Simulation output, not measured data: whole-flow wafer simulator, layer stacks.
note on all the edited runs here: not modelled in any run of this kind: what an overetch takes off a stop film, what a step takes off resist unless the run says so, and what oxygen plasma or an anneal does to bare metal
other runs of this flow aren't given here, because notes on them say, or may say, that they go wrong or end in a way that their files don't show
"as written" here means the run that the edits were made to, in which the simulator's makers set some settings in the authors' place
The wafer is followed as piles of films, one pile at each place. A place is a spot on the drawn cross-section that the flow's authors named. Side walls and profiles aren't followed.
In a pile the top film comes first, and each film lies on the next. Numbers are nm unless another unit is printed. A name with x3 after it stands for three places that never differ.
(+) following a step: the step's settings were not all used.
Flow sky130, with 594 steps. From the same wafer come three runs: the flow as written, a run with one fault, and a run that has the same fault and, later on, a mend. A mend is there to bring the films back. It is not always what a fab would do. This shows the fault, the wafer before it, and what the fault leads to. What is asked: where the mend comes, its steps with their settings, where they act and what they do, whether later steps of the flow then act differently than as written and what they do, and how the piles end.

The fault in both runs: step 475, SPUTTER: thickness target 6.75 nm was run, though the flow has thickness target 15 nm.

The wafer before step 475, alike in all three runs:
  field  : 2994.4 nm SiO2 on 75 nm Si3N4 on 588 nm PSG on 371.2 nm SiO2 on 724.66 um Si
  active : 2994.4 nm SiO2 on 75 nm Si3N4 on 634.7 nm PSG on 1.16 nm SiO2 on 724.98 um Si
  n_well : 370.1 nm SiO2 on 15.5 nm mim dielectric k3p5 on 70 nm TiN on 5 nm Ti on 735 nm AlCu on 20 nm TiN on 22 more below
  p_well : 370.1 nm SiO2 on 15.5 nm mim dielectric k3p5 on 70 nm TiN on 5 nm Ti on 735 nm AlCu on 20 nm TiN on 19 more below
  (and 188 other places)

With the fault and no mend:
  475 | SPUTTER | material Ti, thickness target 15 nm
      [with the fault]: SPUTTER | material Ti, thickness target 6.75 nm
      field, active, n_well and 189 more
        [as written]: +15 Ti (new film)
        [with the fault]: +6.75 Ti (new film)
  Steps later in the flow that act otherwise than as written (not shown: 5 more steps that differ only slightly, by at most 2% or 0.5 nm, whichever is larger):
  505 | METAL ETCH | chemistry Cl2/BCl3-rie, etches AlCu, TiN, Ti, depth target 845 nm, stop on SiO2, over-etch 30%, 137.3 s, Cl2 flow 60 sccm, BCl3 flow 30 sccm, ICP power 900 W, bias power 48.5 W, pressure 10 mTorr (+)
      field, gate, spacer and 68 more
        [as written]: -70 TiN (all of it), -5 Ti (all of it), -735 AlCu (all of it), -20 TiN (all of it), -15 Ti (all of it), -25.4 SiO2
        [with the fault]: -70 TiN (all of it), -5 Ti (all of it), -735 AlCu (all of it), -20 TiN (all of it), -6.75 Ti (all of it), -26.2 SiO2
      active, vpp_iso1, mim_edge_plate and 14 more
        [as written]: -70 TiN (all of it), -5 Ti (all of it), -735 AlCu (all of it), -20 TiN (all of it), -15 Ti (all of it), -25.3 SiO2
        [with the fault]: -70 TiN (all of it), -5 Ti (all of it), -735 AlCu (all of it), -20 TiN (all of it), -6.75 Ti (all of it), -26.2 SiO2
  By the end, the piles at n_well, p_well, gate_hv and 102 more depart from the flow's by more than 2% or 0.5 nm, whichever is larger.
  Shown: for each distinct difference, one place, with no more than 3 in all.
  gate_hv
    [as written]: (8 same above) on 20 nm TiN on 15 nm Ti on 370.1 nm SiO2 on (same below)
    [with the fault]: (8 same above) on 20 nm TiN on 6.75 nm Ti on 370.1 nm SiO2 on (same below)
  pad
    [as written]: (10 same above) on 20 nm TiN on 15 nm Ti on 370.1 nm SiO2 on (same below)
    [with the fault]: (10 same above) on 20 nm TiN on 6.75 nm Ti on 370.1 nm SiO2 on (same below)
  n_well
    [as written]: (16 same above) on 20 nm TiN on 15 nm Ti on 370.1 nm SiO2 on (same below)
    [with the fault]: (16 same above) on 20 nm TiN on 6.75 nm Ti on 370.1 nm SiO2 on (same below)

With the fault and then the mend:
  After step 475 comes the mend.
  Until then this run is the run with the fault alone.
  475a | SPUTTER | material Ti, thickness target 8.25 nm (a further turn of the flow's step 475, with different settings)
      field, active, n_well and 189 more
        +8.25 Ti
  Later steps of the flow that are run all act as written at every place that is followed.
  At every place that both follow, the piles at the end match the flow's.
